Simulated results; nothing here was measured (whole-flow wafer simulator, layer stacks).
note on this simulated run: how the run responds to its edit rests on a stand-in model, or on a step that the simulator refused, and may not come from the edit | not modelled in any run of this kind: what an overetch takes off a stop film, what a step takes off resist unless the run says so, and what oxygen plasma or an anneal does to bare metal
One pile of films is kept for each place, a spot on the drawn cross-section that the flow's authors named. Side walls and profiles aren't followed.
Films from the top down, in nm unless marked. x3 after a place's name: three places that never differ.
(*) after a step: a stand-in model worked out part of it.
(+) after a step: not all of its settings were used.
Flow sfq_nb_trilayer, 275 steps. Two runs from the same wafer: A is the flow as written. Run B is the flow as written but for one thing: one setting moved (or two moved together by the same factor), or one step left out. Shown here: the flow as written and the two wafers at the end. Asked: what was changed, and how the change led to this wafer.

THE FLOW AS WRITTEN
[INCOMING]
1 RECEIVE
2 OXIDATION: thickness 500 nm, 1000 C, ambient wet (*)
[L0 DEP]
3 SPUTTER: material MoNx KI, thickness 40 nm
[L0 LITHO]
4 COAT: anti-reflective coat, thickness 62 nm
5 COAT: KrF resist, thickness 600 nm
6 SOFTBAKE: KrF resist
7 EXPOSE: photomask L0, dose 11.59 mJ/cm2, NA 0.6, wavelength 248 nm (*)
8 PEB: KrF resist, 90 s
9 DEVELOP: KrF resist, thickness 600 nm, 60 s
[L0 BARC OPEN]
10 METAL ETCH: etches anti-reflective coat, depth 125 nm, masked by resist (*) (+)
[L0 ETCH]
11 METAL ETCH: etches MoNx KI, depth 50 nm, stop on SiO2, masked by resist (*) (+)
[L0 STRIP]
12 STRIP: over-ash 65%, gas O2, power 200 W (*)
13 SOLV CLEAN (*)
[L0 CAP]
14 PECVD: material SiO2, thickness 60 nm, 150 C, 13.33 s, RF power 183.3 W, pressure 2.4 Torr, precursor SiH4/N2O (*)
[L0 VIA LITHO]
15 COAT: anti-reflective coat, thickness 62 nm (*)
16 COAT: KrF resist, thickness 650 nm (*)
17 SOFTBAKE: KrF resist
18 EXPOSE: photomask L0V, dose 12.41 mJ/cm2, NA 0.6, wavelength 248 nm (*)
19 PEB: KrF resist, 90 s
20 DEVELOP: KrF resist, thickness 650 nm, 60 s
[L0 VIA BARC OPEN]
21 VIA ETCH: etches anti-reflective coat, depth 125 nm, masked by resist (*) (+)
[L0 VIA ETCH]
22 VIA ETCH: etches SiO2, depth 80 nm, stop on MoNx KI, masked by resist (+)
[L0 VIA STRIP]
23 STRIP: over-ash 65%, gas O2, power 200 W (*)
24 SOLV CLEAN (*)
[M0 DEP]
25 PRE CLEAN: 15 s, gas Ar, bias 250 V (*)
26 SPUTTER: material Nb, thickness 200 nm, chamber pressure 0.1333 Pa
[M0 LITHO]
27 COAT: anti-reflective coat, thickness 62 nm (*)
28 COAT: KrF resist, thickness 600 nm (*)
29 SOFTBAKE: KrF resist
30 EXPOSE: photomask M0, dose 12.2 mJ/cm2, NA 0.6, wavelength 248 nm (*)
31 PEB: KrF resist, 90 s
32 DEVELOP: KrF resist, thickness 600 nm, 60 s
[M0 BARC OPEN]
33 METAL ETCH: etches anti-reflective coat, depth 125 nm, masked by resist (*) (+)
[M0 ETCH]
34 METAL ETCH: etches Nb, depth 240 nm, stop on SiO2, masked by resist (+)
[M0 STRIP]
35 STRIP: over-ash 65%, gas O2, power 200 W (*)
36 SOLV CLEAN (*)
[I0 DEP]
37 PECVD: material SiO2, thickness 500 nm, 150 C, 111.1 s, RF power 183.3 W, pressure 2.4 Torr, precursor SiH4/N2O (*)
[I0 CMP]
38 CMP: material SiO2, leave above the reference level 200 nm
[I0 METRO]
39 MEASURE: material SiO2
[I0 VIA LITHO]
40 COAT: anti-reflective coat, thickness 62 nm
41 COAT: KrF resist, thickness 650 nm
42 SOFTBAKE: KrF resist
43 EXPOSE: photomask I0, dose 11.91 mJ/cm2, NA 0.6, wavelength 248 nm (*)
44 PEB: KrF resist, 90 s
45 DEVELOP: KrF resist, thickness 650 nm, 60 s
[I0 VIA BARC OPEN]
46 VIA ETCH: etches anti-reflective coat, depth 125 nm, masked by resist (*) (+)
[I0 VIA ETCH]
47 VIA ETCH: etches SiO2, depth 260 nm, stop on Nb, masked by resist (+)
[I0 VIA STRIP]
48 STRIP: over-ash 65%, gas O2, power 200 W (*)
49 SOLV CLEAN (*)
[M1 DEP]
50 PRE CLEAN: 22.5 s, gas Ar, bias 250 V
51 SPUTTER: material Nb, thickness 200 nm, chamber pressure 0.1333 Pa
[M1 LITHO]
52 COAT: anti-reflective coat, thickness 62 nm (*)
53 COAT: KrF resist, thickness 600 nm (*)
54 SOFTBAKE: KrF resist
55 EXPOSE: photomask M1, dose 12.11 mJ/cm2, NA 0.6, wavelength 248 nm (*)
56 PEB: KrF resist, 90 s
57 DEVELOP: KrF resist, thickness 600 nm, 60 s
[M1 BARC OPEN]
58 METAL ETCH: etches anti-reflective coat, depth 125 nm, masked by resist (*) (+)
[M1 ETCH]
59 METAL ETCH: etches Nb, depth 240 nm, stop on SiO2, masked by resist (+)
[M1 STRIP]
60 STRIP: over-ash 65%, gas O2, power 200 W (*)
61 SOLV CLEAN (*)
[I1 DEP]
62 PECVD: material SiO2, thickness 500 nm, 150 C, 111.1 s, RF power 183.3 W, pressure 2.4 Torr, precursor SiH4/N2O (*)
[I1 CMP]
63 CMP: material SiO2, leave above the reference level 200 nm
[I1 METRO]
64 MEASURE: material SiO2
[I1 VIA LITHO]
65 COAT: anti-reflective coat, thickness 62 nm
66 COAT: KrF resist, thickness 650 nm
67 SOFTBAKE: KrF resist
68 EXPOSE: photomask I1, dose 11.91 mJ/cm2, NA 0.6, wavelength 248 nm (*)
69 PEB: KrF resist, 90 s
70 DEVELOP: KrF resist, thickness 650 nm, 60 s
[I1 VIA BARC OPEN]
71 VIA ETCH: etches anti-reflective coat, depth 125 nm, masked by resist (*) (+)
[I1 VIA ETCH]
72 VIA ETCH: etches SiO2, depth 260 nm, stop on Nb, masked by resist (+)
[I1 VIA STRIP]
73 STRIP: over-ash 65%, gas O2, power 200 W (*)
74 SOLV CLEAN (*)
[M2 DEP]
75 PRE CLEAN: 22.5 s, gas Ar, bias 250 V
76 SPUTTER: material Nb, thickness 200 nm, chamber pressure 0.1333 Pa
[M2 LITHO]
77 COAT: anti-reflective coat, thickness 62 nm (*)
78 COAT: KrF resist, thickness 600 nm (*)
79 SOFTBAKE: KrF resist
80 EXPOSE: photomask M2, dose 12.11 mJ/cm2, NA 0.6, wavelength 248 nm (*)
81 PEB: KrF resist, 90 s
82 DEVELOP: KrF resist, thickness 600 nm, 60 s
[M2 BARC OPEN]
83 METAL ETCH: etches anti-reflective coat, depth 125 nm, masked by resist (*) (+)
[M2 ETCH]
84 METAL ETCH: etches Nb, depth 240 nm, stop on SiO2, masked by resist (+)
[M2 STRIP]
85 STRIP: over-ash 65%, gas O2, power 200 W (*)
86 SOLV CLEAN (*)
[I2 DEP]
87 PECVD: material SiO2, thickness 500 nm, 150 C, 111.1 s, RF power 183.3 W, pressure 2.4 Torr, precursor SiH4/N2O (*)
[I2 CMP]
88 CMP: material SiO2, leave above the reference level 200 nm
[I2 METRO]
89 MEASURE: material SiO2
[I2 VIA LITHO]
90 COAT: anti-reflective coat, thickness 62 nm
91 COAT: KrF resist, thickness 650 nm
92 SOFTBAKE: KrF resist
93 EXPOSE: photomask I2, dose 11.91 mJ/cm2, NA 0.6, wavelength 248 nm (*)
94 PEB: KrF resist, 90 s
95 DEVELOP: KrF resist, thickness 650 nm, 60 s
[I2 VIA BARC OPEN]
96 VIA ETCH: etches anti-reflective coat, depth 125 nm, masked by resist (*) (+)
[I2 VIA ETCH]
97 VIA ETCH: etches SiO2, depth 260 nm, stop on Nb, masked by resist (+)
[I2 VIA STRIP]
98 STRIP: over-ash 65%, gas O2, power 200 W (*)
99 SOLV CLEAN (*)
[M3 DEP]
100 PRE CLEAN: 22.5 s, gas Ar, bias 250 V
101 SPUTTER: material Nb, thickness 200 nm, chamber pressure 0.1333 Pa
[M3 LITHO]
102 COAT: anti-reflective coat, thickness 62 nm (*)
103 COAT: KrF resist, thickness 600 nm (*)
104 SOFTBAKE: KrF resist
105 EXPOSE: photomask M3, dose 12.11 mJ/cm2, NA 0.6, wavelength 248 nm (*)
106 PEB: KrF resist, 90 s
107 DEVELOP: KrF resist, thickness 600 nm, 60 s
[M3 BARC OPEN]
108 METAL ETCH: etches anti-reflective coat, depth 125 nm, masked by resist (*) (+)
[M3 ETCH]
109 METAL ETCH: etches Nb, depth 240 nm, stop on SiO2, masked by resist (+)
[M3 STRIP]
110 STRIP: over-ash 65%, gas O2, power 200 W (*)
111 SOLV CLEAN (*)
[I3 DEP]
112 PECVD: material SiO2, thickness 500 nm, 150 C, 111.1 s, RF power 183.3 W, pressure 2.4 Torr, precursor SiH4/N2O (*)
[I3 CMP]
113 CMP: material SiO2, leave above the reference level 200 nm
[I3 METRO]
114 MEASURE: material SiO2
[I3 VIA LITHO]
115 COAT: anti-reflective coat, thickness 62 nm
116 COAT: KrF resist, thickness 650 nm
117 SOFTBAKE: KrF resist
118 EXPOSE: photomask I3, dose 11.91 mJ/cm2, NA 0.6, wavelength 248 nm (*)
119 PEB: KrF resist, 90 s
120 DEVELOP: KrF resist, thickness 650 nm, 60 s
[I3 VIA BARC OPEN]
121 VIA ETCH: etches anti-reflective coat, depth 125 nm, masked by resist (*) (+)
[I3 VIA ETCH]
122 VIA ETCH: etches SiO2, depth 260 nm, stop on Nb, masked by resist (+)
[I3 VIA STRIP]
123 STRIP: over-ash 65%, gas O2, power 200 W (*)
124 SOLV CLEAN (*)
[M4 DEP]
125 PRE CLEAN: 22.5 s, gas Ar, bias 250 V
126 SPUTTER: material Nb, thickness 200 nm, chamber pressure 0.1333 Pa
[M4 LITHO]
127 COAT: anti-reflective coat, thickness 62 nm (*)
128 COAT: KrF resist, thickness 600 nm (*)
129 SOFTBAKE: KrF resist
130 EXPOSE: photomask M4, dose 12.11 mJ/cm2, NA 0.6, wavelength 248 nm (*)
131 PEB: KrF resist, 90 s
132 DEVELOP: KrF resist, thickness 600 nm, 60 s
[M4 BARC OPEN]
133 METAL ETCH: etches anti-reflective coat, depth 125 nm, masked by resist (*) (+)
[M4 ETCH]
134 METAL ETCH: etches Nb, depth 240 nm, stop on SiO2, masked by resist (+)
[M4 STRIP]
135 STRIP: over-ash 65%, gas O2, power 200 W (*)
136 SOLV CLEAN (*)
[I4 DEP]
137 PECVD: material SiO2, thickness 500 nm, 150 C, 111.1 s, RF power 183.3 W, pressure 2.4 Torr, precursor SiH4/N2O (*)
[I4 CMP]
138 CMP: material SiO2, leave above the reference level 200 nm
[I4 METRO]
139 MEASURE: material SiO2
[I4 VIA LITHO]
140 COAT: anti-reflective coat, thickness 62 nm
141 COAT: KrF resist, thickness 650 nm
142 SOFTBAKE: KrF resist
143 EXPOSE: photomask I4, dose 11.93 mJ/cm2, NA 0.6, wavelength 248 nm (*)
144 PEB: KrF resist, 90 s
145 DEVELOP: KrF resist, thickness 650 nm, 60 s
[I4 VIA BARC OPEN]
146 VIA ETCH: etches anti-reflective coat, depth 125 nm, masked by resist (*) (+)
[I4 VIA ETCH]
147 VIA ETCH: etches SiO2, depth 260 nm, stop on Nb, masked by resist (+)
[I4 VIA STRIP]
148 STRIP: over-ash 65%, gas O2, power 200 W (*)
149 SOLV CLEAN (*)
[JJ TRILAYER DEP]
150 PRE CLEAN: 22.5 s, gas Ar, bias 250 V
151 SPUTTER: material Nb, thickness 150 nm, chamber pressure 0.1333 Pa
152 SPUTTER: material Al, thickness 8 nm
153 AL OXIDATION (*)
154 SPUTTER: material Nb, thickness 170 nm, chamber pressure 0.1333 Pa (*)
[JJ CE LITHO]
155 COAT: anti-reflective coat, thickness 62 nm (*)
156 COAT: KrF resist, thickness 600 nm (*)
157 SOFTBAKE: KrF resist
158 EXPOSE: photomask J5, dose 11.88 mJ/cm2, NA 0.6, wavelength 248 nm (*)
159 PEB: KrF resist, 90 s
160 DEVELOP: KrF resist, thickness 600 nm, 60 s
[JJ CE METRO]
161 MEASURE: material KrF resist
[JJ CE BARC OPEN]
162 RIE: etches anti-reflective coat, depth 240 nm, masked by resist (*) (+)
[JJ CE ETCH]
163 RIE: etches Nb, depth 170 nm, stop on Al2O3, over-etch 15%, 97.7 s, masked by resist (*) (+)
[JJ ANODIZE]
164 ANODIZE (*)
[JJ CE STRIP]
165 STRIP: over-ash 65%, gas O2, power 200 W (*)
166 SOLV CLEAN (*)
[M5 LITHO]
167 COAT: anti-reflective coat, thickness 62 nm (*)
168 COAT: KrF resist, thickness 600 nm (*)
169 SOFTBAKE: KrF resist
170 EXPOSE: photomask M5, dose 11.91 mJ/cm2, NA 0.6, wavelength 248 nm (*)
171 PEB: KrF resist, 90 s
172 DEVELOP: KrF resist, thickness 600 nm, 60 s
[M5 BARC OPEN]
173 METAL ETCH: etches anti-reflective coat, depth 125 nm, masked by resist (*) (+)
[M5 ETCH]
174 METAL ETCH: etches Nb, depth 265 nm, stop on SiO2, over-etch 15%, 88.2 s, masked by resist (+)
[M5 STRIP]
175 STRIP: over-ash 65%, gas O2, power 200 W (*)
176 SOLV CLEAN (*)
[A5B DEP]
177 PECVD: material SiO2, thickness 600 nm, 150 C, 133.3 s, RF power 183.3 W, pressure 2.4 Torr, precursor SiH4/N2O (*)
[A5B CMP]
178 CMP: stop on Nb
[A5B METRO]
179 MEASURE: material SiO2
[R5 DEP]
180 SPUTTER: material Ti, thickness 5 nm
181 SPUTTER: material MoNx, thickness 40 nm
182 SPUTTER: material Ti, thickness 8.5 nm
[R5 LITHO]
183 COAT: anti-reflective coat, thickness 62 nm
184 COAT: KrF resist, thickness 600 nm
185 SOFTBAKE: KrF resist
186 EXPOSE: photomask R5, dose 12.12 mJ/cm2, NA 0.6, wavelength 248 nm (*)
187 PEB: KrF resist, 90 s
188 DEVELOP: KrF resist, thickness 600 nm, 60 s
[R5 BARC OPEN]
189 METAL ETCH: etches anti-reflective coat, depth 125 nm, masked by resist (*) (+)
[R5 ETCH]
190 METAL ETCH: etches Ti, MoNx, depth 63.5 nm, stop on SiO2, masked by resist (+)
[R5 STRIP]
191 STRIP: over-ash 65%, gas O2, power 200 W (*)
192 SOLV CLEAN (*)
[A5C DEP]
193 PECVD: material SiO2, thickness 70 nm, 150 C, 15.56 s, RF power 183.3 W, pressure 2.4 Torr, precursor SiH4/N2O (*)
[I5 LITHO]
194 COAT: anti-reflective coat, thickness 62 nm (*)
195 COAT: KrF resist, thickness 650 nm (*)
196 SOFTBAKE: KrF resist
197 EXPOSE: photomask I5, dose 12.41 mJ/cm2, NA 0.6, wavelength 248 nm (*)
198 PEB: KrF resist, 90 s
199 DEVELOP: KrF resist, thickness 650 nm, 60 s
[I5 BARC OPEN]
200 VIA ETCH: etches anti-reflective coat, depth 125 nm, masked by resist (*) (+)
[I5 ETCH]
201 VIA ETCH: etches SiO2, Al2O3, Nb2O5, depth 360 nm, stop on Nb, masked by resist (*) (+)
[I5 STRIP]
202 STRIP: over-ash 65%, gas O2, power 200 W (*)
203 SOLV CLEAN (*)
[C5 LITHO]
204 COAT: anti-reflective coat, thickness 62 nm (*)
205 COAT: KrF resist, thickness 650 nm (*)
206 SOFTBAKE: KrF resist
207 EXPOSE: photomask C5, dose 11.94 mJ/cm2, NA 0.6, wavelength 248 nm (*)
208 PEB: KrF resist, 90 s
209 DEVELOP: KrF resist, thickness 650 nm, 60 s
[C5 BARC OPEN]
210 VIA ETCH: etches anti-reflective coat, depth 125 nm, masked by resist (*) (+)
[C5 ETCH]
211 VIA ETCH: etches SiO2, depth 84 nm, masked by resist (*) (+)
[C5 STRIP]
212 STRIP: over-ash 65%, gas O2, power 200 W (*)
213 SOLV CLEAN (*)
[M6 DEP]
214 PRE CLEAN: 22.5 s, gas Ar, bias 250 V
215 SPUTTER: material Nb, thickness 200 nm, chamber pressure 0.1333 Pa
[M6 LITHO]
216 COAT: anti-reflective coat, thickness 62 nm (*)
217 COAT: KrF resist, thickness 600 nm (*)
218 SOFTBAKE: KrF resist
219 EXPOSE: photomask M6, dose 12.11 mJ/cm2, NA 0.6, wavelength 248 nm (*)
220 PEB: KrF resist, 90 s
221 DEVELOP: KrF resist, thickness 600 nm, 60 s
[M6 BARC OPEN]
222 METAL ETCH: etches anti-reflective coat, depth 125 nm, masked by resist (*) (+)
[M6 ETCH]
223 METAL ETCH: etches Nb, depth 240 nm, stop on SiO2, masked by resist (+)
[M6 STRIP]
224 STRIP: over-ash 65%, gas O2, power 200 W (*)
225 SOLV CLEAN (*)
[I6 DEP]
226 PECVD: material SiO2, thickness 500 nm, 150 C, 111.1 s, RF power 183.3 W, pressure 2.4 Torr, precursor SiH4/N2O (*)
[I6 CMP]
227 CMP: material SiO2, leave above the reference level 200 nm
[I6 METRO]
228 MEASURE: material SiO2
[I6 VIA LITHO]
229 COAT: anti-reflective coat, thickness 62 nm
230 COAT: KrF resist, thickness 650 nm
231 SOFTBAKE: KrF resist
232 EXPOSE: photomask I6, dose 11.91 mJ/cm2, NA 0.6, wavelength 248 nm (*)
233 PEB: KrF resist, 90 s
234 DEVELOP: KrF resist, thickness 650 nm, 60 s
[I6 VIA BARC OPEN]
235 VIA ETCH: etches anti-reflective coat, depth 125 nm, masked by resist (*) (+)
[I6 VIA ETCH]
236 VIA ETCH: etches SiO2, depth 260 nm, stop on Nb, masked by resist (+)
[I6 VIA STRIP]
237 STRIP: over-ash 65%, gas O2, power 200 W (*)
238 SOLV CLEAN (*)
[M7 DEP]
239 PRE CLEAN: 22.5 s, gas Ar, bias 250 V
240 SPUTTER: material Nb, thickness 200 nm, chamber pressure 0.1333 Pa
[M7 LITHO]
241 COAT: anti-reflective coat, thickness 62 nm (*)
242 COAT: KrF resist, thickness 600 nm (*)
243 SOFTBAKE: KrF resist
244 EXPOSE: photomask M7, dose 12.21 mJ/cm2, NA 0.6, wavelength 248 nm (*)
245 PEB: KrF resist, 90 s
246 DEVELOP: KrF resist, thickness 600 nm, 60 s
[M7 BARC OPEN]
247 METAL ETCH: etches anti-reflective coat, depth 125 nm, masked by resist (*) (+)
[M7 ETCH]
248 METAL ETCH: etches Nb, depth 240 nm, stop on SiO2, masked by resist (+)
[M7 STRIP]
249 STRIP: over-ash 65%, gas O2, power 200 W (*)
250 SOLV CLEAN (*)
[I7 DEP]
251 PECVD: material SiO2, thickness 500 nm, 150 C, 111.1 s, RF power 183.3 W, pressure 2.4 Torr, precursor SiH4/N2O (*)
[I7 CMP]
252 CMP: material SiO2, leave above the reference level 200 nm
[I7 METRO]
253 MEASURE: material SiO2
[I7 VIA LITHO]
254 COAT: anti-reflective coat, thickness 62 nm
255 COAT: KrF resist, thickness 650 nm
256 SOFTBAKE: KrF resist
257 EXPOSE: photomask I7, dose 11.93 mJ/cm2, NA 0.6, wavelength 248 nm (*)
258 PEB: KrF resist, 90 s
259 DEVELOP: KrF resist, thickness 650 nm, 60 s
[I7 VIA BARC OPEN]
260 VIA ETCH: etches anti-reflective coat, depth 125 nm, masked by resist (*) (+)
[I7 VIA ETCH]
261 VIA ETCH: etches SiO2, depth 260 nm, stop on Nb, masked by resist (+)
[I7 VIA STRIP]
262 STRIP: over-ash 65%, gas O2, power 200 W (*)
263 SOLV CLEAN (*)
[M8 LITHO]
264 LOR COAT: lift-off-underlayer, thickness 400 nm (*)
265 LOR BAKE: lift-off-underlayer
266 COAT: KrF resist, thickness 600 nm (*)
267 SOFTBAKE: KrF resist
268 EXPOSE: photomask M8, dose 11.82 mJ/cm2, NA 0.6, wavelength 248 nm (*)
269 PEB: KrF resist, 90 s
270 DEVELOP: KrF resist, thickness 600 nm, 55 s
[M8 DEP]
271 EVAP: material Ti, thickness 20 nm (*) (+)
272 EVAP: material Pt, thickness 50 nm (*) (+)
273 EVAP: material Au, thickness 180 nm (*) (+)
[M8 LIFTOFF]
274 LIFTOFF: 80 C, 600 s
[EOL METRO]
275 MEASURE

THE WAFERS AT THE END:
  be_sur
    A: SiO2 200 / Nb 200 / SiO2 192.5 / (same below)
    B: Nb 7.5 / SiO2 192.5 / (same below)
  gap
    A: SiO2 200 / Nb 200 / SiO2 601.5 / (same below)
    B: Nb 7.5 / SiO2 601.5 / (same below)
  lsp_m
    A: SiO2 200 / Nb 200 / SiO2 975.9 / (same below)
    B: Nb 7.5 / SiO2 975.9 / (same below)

The cause: step 251, PECVD: material SiO2, thickness 500 nm, 150 C, 111.1 s, RF power 183.3 W, pressure 2.4 Torr, precursor SiH4/N2O (*), was left out.

How the change led to this, step by step:
  252 CMP: material SiO2, leave above the reference level 200 nm
      field_l, p4_fl, p4_fm and 56 more: A SiO2 -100 | B nothing
      v_sur, via_wl, via_w and 37 more: A SiO2 -300 | B Nb -192.5
      (and at 7 more places)
  254 COAT: anti-reflective coat, thickness 62 nm
      m5r_linepad_l, m5r_linepad_r: A anti-reflective coat +62 (new film) | B anti-reflective coat +64.6 (new film)
      r5r_spacepad_l, r5r_spacepad_r: A anti-reflective coat +62 (new film) | B anti-reflective coat +64.7 (new film)
      (and at 13 more places)
  255 COAT: KrF resist, thickness 650 nm
      via_v: A KrF resist +650 (new film) | B KrF resist +669.8 (new film)
  261 VIA ETCH: etches SiO2, depth 260 nm, stop on Nb, masked by resist (+)
      via_wl, via_w, via_wr: A SiO2 -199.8 (all of it) | B Nb -7.5 (all of it), SiO2 -170
  262 STRIP: over-ash 65%, gas O2, power 200 W (*)
      m5r_linepad_l, m5r_linepad_r: A KrF resist -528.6 (all of it), anti-reflective coat -62 (all of it) | B KrF resist -527.9 (all of it), anti-reflective coat -64.6 (all of it)
      r5r_spacepad_l, r5r_spacepad_r: A KrF resist -528.6 (all of it), anti-reflective coat -62 (all of it) | B KrF resist -528.2 (all of it), anti-reflective coat -64.7 (all of it)
      (and at 13 more places)
  264 LOR COAT: lift-off-underlayer, thickness 400 nm (*)
      via_wl: A lift-off-underlayer +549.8 (new film) | B lift-off-underlayer +529.9 (new film)
      via_w: A lift-off-underlayer +536.4 (new film) | B lift-off-underlayer +518.4 (new film)
      (and at 2 more places)
  270 DEVELOP: KrF resist, thickness 600 nm, 55 s
      via_wl: A KrF resist -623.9 (all of it), lift-off-underlayer -549.8 (all of it) | B KrF resist -619.7 (all of it), lift-off-underlayer -529.9 (all of it)
      via_w: A KrF resist -635.4 (all of it), lift-off-underlayer -536.4 (all of it) | B KrF resist -629.7 (all of it), lift-off-underlayer -518.4 (all of it)
      (and at 2 more places)
